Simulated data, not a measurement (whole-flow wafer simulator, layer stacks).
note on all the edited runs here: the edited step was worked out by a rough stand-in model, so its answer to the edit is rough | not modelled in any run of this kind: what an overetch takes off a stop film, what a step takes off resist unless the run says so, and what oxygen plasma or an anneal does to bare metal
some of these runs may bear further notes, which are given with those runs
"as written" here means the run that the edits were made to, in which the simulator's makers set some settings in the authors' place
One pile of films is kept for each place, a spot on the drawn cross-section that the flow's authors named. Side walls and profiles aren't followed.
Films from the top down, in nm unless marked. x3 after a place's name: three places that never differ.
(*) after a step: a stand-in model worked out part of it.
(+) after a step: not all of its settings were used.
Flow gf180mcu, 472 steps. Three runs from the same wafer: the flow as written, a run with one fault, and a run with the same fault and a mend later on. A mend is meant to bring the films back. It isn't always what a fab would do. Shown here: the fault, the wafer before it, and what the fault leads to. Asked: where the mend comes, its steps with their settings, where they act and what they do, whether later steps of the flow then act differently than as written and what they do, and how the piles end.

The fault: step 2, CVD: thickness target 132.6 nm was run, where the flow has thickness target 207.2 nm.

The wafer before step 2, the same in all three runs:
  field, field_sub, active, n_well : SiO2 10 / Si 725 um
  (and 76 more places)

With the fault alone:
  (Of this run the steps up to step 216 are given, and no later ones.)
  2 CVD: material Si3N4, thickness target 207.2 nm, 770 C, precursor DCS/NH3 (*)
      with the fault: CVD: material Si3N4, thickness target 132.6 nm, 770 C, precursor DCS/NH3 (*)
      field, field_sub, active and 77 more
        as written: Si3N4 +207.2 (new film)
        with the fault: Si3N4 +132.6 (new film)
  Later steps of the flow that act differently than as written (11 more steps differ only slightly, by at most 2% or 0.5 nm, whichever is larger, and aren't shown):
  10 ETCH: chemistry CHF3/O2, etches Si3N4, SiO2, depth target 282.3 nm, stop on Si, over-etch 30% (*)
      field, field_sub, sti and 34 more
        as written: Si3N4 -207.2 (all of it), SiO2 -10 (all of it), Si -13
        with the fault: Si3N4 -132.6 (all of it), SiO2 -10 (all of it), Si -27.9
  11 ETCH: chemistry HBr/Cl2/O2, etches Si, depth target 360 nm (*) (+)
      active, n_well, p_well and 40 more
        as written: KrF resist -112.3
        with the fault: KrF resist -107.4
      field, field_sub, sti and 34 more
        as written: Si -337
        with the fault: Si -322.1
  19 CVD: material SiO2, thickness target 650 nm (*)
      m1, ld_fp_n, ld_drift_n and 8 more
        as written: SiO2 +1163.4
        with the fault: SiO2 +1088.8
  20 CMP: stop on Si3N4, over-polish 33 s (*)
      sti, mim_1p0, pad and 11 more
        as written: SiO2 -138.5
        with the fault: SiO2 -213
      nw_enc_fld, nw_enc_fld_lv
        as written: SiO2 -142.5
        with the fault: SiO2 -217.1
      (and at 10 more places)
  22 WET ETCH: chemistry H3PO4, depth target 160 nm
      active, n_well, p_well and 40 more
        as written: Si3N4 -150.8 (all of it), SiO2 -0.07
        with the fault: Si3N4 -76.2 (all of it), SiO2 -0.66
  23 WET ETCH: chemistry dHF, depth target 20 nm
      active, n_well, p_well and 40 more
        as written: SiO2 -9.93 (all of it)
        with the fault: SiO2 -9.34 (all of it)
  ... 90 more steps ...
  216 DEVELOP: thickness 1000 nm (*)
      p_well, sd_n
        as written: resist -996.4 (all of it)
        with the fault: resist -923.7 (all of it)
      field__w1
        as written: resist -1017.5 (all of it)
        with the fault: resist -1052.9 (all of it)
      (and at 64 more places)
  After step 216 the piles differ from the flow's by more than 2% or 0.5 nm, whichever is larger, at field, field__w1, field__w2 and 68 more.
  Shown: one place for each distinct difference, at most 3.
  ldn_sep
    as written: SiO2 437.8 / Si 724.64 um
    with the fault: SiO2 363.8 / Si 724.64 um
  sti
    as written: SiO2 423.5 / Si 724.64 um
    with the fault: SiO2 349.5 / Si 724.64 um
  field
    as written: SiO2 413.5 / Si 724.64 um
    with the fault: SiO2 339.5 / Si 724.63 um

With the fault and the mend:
  The mend comes after step 2.
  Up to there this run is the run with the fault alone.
  2a CVD: material Si3N4, thickness target 74.58 nm, 770 C, precursor DCS/NH3 (*) (the flow's step 2 once more, with other settings)
      field, field_sub, active and 77 more
        Si3N4 +74.6
  No later step of the flow acts differently than as written at any place that is followed.
  At the end the piles are the same as the flow's at every place that both follow.
